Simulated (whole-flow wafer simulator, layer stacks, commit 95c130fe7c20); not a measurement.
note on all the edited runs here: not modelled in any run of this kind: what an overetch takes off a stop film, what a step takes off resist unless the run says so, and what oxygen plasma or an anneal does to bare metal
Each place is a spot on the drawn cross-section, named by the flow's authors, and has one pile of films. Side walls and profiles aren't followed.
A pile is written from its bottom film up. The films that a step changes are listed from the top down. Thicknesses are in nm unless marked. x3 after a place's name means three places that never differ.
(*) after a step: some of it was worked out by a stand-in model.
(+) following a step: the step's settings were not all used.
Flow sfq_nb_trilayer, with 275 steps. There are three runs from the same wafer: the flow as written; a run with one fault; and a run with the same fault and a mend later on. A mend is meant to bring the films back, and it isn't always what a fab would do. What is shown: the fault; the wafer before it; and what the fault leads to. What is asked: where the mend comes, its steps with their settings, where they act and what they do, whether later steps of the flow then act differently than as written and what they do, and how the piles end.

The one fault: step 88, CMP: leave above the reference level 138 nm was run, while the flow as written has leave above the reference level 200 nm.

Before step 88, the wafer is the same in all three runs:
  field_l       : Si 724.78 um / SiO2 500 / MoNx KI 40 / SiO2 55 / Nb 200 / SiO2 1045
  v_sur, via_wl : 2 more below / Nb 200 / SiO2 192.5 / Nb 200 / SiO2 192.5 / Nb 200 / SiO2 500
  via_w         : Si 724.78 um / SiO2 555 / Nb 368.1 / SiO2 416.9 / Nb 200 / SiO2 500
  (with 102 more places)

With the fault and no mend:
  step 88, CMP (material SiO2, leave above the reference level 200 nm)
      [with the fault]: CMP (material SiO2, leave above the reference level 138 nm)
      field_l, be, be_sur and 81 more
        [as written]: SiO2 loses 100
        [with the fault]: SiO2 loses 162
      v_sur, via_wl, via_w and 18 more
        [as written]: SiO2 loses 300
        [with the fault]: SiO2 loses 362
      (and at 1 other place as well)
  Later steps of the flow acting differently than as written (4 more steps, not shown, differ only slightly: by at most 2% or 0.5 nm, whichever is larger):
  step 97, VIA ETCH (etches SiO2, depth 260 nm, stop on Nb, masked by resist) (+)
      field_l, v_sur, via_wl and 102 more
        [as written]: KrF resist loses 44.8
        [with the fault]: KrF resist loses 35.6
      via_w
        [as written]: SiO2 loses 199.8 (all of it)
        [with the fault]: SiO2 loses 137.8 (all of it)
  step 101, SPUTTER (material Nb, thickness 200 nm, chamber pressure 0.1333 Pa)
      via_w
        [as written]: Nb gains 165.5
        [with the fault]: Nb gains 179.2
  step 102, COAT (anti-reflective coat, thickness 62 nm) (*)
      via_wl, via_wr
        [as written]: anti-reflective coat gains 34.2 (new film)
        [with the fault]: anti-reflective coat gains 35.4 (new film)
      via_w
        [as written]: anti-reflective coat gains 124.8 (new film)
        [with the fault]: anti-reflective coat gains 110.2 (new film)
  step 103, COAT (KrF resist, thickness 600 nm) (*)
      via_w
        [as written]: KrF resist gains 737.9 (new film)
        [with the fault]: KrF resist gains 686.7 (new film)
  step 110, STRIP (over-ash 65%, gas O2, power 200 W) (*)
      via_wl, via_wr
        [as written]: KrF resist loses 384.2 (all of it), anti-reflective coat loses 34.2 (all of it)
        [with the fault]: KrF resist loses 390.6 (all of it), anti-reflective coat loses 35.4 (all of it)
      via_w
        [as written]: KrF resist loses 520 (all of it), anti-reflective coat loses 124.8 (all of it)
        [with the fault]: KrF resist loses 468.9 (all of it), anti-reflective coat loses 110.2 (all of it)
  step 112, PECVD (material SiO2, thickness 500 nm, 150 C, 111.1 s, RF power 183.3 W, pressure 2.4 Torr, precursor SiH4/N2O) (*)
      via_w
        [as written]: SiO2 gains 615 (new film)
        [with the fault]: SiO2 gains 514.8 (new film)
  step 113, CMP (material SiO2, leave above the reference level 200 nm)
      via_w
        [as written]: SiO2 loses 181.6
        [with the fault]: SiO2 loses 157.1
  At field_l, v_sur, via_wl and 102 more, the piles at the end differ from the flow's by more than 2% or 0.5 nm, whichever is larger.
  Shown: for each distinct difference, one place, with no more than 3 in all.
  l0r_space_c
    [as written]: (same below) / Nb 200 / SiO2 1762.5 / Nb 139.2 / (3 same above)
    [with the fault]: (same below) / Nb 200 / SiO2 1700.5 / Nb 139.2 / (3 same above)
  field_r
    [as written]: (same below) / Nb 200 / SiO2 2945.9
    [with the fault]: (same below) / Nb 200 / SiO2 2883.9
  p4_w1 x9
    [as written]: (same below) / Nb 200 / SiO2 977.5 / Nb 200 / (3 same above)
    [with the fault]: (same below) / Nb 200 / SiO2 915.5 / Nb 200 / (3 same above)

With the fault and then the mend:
  The mend follows step 95.
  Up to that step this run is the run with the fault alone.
  step 95a, STRIP (over-ash 65%, gas O2, power 200 W) (*)
      field_l, v_sur, via_wl and 102 more
        KrF resist loses 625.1 (all of it), anti-reflective coat loses 62 (all of it)
      via_w
        anti-reflective coat loses 62 (all of it)
  step 95b, PECVD (material SiO2, thickness 62 nm, 150 C, 13.78 s, RF power 183.3 W, pressure 2.4 Torr, precursor SiH4/N2O) (a further turn of the flow's step 87, with different settings)
      field_l, v_sur, via_wl and 103 more
        SiO2 gains 62
  step 95c, COAT (anti-reflective coat, thickness 62 nm) (a further turn of the flow's step 90)
      field_l, v_sur, via_wl and 103 more
        anti-reflective coat gains 62 (new film)
  step 95d, COAT (KrF resist, thickness 650 nm) (a further turn of the flow's step 91)
      field_l, v_sur, via_wl and 103 more
        KrF resist gains 650 (new film)
  step 95e, SOFTBAKE (KrF resist) (a further turn of the flow's step 92)
      does not change any film at any place that is followed
  step 95f, EXPOSE (photomask I2, dose 11.91 mJ/cm2, NA 0.6, wavelength 248 nm) (*) (a further turn of the flow's step 93)
      does not change any film at any place that is followed
  step 95g, PEB (KrF resist, 90 s) (a further turn of the flow's step 94)
      field_l, v_sur, via_wl and 103 more
        KrF resist loses 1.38
  step 95h, DEVELOP (KrF resist, thickness 650 nm, 60 s) (a further turn of the flow's step 95)
      field_l, v_sur, via_wl and 102 more
        KrF resist loses 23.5
      via_w
        KrF resist loses 648.6 (all of it)
  None of the later steps of the flow acts differently than as written at any place that is followed.
  At every place that both follow, the piles at the end match the flow's.
